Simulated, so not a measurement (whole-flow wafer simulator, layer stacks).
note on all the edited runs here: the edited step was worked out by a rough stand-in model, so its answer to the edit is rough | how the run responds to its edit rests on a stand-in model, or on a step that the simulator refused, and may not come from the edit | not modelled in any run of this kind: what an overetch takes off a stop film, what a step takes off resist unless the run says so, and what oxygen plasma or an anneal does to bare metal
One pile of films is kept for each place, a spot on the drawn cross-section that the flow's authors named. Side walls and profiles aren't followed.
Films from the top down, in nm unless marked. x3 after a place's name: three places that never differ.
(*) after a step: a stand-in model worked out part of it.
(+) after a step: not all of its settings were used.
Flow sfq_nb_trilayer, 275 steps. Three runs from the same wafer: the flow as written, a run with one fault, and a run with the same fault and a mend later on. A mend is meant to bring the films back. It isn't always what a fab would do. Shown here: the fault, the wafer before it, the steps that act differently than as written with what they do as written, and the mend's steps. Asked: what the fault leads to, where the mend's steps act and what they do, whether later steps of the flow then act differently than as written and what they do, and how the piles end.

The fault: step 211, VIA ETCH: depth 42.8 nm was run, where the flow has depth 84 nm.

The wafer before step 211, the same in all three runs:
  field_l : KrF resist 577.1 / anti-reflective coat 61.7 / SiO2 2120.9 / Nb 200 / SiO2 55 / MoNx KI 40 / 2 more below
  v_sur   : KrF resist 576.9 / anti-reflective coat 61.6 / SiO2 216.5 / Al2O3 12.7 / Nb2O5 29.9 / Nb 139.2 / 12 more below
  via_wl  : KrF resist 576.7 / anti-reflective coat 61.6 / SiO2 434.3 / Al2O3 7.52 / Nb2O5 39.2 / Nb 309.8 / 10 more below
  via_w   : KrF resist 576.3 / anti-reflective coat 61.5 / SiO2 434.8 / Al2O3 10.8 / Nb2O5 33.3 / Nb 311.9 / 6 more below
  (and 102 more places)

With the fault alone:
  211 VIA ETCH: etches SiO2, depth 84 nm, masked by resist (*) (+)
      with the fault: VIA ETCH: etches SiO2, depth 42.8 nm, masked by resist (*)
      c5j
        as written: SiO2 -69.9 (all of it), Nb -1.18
        with the fault: SiO2 -42.8
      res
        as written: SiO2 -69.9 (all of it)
        with the fault: SiO2 -42.8
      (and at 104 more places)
  Later steps of the flow that act differently than as written (4 more steps differ only slightly, by at most 2% or 0.5 nm, whichever is larger, and aren't shown):
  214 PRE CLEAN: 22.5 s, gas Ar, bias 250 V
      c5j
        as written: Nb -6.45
        with the fault: SiO2 -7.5
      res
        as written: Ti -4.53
        with the fault: SiO2 -7.5
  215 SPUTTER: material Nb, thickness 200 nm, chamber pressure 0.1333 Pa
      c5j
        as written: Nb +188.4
        with the fault: Nb +195.8 (new film)
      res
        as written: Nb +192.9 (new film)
        with the fault: Nb +197.6 (new film)
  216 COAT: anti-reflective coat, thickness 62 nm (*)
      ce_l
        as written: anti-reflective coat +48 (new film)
        with the fault: anti-reflective coat +55 (new film)
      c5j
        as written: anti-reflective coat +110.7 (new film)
        with the fault: anti-reflective coat +91.5 (new film)
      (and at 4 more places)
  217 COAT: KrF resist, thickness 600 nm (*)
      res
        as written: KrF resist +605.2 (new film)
        with the fault: KrF resist +593 (new film)
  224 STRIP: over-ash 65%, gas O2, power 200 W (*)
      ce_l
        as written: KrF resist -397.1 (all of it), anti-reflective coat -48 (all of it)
        with the fault: KrF resist -392.9 (all of it), anti-reflective coat -55 (all of it)
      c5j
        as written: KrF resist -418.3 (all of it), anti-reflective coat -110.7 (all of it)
        with the fault: KrF resist -406.2 (all of it), anti-reflective coat -91.5 (all of it)
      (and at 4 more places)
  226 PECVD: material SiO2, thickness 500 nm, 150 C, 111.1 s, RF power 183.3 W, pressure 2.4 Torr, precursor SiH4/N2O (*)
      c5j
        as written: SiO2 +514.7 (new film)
        with the fault: SiO2 +500 (new film)
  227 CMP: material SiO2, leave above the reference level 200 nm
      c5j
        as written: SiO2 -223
        with the fault: SiO2 -242.9
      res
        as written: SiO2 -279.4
        with the fault: SiO2 -308.1
  At the end the piles differ from the flow's by more than 2% or 0.5 nm, whichever is larger, at c5j, res.
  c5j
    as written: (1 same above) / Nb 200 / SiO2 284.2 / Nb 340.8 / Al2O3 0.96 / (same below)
    with the fault: (1 same above) / Nb 200 / SiO2 249.6 / Nb 195.8 / SiO2 19.6 / Nb 160 / Al2O3 0.96 / (same below)
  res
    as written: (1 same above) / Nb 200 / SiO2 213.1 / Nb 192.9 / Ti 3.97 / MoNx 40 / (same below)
    with the fault: (1 same above) / Nb 200 / SiO2 184.4 / Nb 197.6 / SiO2 19.6 / Ti 8.5 / MoNx 40 / (same below)

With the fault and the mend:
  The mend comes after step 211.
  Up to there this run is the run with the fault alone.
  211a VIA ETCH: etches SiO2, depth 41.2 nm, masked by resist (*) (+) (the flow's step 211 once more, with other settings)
      field_l, v_sur, via_wl and 101 more
        KrF resist -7
      c5j
        SiO2 -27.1 (all of it), Nb -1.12
      res
        SiO2 -27.1 (all of it)
  No later step of the flow acts differently than as written, at any place that is followed, by more than 2% or 0.5 nm, whichever is larger.
  At the end the piles differ from the flow's only slightly at the places that both follow, by at most 2% or 0.5 nm, whichever is larger.
